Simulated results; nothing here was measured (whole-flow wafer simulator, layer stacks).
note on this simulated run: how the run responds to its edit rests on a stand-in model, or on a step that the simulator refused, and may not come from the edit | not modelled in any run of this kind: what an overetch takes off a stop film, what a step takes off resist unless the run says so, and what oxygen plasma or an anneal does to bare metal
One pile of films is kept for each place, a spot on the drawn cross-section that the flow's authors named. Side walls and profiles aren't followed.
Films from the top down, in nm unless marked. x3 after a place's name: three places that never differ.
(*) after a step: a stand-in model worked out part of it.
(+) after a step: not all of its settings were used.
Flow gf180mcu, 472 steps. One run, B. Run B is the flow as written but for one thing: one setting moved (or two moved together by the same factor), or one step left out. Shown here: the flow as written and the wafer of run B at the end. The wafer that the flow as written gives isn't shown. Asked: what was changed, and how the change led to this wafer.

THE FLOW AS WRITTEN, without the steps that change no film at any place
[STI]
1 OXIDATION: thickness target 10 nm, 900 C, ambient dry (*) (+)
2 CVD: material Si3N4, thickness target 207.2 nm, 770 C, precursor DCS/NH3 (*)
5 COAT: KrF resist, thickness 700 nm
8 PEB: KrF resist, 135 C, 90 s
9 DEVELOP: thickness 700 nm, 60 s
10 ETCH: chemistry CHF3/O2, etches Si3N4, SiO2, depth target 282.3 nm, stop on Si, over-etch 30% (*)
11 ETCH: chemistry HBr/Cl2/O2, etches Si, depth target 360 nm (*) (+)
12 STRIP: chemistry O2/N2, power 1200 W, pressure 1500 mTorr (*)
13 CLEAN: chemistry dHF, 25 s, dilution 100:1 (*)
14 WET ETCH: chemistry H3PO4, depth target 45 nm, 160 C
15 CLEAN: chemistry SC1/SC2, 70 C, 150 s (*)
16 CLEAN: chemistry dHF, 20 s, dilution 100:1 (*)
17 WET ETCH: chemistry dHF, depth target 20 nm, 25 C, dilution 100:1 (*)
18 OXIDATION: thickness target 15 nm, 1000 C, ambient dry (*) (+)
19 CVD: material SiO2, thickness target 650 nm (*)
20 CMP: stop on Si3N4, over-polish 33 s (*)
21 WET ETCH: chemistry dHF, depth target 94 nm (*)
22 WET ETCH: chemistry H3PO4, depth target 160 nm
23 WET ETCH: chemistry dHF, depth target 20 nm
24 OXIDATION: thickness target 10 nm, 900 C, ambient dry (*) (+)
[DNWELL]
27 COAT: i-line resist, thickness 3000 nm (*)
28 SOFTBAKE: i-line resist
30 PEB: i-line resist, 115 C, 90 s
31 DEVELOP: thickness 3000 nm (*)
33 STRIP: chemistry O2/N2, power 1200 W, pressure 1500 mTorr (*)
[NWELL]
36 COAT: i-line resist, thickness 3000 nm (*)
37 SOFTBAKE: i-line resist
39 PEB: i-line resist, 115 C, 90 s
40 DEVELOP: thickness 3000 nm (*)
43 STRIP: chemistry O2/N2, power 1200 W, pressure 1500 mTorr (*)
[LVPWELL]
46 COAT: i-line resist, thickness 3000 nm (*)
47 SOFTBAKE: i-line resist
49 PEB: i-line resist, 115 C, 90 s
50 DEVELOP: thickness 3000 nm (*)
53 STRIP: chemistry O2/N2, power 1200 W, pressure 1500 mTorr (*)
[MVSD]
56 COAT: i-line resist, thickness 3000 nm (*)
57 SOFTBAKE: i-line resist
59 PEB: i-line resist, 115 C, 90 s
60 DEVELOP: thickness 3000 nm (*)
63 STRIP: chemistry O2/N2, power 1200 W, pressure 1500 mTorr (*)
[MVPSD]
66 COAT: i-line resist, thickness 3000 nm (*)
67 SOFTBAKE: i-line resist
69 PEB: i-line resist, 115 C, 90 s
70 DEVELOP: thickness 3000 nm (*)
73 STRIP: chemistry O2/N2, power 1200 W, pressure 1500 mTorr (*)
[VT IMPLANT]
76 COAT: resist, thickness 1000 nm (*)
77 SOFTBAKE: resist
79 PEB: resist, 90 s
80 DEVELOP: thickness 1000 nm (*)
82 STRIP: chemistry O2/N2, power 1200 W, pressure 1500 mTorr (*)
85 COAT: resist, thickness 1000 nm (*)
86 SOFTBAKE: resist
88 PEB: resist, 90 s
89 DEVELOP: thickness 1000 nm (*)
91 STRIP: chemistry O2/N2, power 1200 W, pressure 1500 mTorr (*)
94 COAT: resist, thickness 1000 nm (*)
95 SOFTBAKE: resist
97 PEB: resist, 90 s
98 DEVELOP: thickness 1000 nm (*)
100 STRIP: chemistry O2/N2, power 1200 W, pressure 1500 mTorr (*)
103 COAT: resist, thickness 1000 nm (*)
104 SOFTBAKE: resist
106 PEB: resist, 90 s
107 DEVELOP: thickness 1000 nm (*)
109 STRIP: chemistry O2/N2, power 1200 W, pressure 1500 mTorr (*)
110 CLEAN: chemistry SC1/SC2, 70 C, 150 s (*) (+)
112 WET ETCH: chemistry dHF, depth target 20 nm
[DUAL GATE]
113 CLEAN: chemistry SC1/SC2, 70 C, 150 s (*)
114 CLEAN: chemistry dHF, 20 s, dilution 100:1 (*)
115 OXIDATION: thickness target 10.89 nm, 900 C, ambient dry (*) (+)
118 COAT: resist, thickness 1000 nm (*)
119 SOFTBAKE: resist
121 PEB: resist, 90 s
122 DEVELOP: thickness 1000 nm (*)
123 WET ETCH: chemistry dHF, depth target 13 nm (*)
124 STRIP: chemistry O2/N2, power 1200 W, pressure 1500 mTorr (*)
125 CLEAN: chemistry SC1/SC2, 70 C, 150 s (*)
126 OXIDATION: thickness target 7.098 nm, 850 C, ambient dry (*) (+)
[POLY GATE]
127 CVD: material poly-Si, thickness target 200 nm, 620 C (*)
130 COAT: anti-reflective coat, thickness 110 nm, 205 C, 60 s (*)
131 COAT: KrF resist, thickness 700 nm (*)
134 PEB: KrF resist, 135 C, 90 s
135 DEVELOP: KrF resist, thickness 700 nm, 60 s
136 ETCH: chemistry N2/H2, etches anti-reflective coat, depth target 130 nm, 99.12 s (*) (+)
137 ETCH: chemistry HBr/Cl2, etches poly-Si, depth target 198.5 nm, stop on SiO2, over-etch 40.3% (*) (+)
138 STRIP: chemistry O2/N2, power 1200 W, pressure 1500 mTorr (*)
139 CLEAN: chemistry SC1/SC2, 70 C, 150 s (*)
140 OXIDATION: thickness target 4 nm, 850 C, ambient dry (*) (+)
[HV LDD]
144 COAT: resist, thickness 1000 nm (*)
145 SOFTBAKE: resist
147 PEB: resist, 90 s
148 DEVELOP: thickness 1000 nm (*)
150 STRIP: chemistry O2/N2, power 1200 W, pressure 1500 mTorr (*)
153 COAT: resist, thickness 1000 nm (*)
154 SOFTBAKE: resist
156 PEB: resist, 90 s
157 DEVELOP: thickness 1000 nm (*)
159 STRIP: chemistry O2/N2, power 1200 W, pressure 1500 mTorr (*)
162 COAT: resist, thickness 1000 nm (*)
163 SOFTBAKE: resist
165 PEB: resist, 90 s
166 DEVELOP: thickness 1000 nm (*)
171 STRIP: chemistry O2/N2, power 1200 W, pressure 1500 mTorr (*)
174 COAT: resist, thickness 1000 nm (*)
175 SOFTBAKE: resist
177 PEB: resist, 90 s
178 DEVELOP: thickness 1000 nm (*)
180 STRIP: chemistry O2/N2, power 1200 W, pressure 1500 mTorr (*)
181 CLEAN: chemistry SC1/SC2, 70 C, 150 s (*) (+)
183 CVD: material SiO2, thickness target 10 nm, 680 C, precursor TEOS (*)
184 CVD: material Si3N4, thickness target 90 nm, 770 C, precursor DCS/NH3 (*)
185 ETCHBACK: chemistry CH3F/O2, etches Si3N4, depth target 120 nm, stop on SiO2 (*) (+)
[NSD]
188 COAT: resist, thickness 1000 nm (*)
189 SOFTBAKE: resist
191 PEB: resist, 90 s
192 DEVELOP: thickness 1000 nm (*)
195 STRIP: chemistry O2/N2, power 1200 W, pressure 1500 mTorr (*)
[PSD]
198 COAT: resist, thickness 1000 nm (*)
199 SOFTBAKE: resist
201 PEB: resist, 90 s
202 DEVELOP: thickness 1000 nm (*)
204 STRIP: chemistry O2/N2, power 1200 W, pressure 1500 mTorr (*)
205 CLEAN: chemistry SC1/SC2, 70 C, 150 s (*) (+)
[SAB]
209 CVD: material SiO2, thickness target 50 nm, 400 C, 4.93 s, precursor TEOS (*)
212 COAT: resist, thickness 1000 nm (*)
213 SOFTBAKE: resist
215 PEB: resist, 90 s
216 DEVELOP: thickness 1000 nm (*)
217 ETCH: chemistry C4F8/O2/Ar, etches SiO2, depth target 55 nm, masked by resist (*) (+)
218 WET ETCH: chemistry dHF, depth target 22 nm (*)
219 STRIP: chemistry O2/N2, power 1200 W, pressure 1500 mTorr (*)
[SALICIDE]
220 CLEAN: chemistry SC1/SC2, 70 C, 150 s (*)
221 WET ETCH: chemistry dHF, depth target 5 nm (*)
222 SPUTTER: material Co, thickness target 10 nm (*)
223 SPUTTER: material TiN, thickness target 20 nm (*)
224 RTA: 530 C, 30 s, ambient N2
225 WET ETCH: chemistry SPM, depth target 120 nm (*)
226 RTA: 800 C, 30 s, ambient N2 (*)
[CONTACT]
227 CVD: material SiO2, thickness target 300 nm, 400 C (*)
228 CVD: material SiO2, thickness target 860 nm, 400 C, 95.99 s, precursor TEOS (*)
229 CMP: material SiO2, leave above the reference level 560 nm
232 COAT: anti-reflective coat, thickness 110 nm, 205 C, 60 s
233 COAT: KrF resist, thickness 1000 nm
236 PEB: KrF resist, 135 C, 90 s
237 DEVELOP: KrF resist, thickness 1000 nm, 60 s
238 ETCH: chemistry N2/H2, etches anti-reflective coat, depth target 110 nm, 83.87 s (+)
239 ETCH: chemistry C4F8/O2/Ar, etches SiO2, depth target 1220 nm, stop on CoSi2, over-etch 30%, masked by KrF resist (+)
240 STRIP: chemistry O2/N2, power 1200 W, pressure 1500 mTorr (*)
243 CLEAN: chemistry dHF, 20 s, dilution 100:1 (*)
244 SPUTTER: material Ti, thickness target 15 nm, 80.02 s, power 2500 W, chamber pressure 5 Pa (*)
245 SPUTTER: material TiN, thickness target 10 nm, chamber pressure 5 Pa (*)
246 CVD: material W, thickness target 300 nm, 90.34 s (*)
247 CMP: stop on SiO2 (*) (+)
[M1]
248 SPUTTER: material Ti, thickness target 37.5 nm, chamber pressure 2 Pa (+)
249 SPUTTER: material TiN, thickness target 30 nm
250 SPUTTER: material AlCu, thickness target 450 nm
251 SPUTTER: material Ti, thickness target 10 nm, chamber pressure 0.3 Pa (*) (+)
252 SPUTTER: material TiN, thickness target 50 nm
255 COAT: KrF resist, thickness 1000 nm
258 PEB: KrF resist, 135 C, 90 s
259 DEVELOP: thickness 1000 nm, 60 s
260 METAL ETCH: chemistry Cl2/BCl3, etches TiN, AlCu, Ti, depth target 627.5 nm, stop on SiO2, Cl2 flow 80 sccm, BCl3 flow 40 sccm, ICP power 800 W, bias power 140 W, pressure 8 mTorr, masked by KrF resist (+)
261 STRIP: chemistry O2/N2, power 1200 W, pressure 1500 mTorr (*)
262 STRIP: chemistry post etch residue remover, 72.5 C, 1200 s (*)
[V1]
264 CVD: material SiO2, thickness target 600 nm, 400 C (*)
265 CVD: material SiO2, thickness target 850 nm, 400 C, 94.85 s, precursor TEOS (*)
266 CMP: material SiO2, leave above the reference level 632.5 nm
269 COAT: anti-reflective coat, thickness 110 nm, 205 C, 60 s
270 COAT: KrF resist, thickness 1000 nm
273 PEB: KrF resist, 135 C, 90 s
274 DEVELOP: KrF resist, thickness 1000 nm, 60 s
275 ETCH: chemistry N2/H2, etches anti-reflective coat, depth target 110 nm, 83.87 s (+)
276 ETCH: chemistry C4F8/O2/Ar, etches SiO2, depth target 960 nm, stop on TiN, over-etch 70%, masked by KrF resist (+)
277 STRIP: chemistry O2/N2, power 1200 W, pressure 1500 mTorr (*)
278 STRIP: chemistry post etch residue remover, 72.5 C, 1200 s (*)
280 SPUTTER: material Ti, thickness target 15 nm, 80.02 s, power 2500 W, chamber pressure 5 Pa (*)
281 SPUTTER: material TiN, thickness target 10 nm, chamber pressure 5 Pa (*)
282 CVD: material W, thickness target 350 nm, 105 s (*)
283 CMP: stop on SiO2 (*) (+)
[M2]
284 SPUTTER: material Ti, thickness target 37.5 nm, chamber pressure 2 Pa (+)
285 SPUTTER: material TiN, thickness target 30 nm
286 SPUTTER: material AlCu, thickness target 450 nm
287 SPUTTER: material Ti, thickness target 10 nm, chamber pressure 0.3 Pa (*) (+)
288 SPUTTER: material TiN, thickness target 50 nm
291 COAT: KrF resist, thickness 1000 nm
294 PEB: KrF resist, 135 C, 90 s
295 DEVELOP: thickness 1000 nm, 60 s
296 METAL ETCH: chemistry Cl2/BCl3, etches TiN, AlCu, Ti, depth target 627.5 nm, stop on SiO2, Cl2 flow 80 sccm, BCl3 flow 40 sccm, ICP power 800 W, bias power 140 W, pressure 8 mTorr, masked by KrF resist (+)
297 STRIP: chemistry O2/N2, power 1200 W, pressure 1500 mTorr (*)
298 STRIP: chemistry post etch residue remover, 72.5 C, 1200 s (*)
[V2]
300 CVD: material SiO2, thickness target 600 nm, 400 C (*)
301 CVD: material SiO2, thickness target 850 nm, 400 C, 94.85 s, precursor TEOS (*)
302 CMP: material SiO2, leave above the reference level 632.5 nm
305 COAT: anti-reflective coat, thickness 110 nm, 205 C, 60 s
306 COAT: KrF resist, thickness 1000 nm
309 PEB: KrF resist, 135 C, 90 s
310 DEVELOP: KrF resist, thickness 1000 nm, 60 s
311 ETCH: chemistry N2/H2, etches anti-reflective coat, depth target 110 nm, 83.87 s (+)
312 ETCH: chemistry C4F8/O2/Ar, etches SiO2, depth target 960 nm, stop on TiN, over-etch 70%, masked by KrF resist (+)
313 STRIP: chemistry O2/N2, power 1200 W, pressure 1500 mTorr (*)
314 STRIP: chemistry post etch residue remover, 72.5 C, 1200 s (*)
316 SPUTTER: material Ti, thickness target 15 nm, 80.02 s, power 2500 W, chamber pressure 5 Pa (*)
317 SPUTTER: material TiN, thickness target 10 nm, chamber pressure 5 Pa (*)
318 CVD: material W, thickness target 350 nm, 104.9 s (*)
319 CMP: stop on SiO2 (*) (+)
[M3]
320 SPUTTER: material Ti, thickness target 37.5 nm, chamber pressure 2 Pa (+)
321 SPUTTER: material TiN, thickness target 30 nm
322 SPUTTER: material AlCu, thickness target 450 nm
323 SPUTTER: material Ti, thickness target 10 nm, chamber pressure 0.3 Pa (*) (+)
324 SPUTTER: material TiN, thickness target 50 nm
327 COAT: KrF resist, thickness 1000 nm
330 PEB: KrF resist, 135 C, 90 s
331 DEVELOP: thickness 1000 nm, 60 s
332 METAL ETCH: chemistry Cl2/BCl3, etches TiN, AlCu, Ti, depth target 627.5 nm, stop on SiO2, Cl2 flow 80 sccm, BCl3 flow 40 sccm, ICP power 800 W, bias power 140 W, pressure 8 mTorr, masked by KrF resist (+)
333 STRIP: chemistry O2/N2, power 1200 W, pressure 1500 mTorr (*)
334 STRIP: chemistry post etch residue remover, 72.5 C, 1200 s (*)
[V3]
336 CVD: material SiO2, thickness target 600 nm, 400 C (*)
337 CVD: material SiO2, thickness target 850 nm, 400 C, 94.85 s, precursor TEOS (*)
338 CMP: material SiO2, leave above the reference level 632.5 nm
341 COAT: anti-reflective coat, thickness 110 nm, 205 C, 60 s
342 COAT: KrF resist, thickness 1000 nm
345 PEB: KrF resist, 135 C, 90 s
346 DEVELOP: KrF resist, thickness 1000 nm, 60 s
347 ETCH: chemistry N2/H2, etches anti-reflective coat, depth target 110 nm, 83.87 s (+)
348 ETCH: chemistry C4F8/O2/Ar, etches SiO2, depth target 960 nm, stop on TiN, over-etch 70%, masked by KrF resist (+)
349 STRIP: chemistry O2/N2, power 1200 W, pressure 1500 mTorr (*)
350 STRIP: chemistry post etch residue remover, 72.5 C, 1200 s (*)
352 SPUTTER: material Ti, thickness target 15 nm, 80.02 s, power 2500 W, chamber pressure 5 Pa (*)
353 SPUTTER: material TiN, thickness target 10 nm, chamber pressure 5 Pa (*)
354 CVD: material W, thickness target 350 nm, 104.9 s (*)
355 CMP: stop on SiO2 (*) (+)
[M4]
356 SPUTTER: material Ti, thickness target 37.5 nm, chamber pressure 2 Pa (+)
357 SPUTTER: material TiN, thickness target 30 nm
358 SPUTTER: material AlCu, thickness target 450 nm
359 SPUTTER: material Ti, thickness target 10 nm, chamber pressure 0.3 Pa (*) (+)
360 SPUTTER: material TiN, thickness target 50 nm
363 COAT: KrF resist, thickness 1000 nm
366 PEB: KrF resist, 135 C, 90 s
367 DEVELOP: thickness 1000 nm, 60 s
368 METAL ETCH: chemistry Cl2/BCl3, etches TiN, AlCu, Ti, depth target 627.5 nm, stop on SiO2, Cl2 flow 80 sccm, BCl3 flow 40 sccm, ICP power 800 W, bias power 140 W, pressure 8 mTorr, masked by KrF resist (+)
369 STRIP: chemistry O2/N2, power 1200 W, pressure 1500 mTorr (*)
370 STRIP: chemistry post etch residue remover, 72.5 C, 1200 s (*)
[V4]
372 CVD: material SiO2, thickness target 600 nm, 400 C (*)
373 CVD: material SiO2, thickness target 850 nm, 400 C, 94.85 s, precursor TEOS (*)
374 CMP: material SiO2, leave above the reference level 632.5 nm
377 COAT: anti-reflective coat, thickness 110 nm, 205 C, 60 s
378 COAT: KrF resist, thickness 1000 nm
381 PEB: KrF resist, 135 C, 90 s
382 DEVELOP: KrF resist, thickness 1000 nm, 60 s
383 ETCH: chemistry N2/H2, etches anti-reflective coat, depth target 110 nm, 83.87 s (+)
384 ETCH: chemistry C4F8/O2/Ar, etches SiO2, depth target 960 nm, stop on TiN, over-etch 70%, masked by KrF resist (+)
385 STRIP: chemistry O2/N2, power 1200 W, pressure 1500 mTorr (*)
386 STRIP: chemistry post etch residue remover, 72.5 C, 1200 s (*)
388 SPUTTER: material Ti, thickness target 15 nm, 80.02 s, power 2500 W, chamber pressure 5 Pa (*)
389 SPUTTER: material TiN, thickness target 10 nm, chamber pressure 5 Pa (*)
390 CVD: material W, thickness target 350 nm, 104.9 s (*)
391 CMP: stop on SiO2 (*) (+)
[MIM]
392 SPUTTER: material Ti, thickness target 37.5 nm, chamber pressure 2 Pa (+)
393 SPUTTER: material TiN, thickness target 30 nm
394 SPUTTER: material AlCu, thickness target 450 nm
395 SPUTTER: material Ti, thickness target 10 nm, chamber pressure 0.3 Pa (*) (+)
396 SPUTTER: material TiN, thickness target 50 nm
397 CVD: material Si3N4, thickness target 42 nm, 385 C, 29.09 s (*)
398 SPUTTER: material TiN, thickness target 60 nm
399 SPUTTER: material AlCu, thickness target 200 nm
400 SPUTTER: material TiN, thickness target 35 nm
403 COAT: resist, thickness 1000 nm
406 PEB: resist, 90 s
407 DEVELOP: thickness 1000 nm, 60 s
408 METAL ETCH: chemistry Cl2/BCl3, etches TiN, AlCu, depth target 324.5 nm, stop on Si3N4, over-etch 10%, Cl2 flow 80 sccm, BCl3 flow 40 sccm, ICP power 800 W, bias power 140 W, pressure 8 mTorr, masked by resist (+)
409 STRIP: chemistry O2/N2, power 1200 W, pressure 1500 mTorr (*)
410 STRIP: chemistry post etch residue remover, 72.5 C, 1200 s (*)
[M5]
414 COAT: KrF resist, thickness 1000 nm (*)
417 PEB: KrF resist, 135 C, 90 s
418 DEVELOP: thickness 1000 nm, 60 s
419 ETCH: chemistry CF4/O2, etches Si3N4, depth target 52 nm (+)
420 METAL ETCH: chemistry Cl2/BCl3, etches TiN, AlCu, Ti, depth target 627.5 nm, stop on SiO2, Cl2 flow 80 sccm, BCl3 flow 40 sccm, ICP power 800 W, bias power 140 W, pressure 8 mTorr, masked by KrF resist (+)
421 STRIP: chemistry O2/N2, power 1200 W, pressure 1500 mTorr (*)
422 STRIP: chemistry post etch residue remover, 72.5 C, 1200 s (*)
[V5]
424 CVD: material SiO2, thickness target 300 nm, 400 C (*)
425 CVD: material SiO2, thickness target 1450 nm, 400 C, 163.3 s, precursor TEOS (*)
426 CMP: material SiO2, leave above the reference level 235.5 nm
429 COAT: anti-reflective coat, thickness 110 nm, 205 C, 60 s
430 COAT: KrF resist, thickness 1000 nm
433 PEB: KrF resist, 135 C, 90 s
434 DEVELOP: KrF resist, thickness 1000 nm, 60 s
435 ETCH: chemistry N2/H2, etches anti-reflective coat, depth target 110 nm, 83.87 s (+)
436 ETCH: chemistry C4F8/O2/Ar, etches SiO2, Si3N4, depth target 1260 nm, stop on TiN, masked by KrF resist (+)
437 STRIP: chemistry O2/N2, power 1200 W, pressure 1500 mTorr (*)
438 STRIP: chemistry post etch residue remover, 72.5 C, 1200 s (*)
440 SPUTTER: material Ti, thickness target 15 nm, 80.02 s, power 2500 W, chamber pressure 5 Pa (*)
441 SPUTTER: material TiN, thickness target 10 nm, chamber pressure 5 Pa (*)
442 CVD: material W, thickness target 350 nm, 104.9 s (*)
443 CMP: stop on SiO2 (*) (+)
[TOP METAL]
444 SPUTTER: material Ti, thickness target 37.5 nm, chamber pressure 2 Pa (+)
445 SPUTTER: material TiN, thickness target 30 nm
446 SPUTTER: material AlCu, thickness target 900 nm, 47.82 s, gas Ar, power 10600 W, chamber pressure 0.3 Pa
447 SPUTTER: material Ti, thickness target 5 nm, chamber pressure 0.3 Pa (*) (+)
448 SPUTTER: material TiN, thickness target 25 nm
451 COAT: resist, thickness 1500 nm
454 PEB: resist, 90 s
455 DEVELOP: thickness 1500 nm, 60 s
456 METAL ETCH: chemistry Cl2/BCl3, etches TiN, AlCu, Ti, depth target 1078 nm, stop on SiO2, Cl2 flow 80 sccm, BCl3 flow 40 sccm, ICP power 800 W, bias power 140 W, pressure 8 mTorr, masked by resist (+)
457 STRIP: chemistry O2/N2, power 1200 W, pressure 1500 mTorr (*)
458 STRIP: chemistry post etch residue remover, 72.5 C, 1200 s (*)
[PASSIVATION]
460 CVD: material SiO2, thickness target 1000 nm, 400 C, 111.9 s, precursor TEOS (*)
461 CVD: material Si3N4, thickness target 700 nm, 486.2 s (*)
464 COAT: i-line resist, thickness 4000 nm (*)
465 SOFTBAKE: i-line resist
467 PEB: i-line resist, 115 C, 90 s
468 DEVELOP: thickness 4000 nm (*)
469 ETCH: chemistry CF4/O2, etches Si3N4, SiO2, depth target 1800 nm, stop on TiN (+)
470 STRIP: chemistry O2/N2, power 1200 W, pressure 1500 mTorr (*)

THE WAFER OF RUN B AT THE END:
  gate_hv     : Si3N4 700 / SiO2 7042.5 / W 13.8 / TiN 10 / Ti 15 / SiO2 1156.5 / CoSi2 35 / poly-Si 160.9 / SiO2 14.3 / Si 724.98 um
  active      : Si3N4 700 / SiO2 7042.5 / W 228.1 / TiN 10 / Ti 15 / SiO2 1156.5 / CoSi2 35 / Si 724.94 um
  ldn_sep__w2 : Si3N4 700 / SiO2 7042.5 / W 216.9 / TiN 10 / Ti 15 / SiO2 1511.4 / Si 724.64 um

The cause: step 229, CMP: material SiO2, leave above the reference level 560 nm, was left out.

How the change led to this, step by step:
  232 COAT: anti-reflective coat, thickness 110 nm, 205 C, 60 s
      sti, mim_1p0, pad, dice_street: anti-reflective coat +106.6 (new film) (as written it would be: anti-reflective coat +110 (new film))
      field__w1, field_sub__w5: anti-reflective coat +119.9 (new film) (as written it would be: anti-reflective coat +110 (new film))
      (and at 101 more places)
  233 COAT: KrF resist, thickness 1000 nm
      p_well, sti, sd_n, mim_1p0, pad, dice_street: KrF resist +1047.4 (new film) (as written it would be: KrF resist +1000 (new film))
      field: KrF resist +1035.6 (new film) (as written it would be: KrF resist +1000 (new film))
      (and at 64 more places)
  236 PEB: KrF resist, 135 C, 90 s
      polyc_n, gate_hv5, ldp_drn: KrF resist -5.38 (as written it would be: KrF resist -6.68)
      gate_p, npoly_sal: KrF resist -5.98 (as written it would be: KrF resist -6.68)
      (and at 42 more places)
  237 DEVELOP: KrF resist, thickness 1000 nm, 60 s
      polyc_n: KrF resist -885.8 (all of it) (as written it would be: KrF resist -993.3 (all of it))
      polyc_p: KrF resist -887.2 (all of it) (as written it would be: KrF resist -993.3 (all of it))
  238 ETCH: chemistry N2/H2, etches anti-reflective coat, depth target 110 nm, 83.87 s (+)
      contact: anti-reflective coat -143 (as written it would be: anti-reflective coat -110 (all of it), SiO2 -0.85)
      polyc_n: anti-reflective coat -13.3 (all of it), SiO2 -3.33 (as written it would be: anti-reflective coat -110 (all of it), SiO2 -0.85)
      (and at 1 more place)
  239 ETCH: chemistry C4F8/O2/Ar, etches SiO2, depth target 1220 nm, stop on CoSi2, over-etch 30%, masked by KrF resist (+)
      contact: anti-reflective coat -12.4 (all of it), SiO2 -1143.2 (all of it) (as written it would be: SiO2 -859.2 (all of it))
      field, field__w1, field__w2 and 105 more: KrF resist -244 (as written it would be: KrF resist -223.4)
      (and at 2 more places)
  240 STRIP: chemistry O2/N2, power 1200 W, pressure 1500 mTorr (*)
      sti, mim_1p0, pad, dice_street: KrF resist -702 (all of it), anti-reflective coat -106.6 (all of it) (as written it would be: KrF resist -675.6 (all of it), anti-reflective coat -110 (all of it))
      p_well, sd_n: KrF resist -702 (all of it), anti-reflective coat -103.6 (all of it) (as written it would be: KrF resist -675.6 (all of it), anti-reflective coat -110 (all of it))
      (and at 102 more places)
  244 SPUTTER: material Ti, thickness target 15 nm, 80.02 s, power 2500 W, chamber pressure 5 Pa (*)
      mim, ld_sd_p, ld_drift_p: Ti +14 (new film) (as written it would be: Ti +15 (new film))
      field__w12, ld_drift_n: Ti +13 (new film) (as written it would be: Ti +15 (new film))
      (and at 7 more places)
  245 SPUTTER: material TiN, thickness target 10 nm, chamber pressure 5 Pa (*)
      field__w2, ld_drift_p: TiN +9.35 (new film) (as written it would be: TiN +10 (new film))
      field__w3: TiN +9.48 (new film) (as written it would be: TiN +10 (new film))
      (and at 6 more places)
  246 CVD: material W, thickness target 300 nm, 90.34 s (*)
      polyc_n, polyc_p: W +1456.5 (new film) (as written it would be: W +936 (new film))
      field__w12: W +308 (new film) (as written it would be: W +300 (new film))
      (and at 1 more place)
  247 CMP: stop on SiO2 (*) (+)
      gate_hv, gate_nat, ld_gate_n and 11 more: W -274 (as written it would be: W -300 (all of it), TiN -10 (all of it), Ti -15 (all of it), SiO2 -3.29)
      ldn_sep__w1, ldn_sep__w2, ldn_dft and 8 more: W -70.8 (as written it would be: W -300 (all of it), TiN -10 (all of it), Ti -15 (all of it), SiO2 -3.29)
      (and at 86 more places)
  260 METAL ETCH: chemistry Cl2/BCl3, etches TiN, AlCu, Ti, depth target 627.5 nm, stop on SiO2, Cl2 flow 80 sccm, BCl3 flow 40 sccm, ICP power 800 W, bias power 140 W, pressure 8 mTorr, masked by KrF resist (+)
      field, field__w1, field__w2 and 94 more: TiN -50 (all of it), Ti -10 (all of it), AlCu -450 (all of it), TiN -30 (all of it), Ti -37.5 (all of it), W -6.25 (as written it would be: TiN -50 (all of it), Ti -10 (all of it), AlCu -450 (all of it), TiN -30 (all of it), Ti -37.5 (all of it))
      mim: TiN -49.4 (all of it), Ti -9.78 (all of it), AlCu -450 (all of it), TiN -30 (all of it), Ti -37.5 (all of it), W -6.36 (as written it would be: TiN -50 (all of it), Ti -10 (all of it), AlCu -450 (all of it), TiN -30 (all of it), Ti -37.5 (all of it))
      (and at 2 more places)
  262 STRIP: chemistry post etch residue remover, 72.5 C, 1200 s (*)
      field, field__w1, field__w2 and 93 more: W -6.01 (as written it would be: nothing)
      ld_fp_n, ld_fp_p: W -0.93 (all of it), TiN -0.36 (as written it would be: nothing)
  264 CVD: material SiO2, thickness target 600 nm, 400 C (*)
      field, field__w1, field__w2 and 97 more: SiO2 +600 (new film) (as written it would be: SiO2 +600)
  266 CMP: material SiO2, leave above the reference level 632.5 nm
      field, field__w1, field__w2 and 90 more: SiO2 -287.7 (as written it would be: SiO2 -300)
      field__w3, field__w12: SiO2 -284.4 (as written it would be: SiO2 -300)
      (and at 5 more places)
Counting metal films that touch as one body, gate_hv has 2 bodies (between them, from the top down: SiO2 1156.5); the flow as written gives 1 body.
Counting metal films that touch as one body, active has 2 bodies (between them, from the top down: SiO2 1156.5); the flow as written gives 1 body.
Counting metal films that touch as one body, ldn_sep__w2 has 1 body; the flow as written gives 0 bodies.
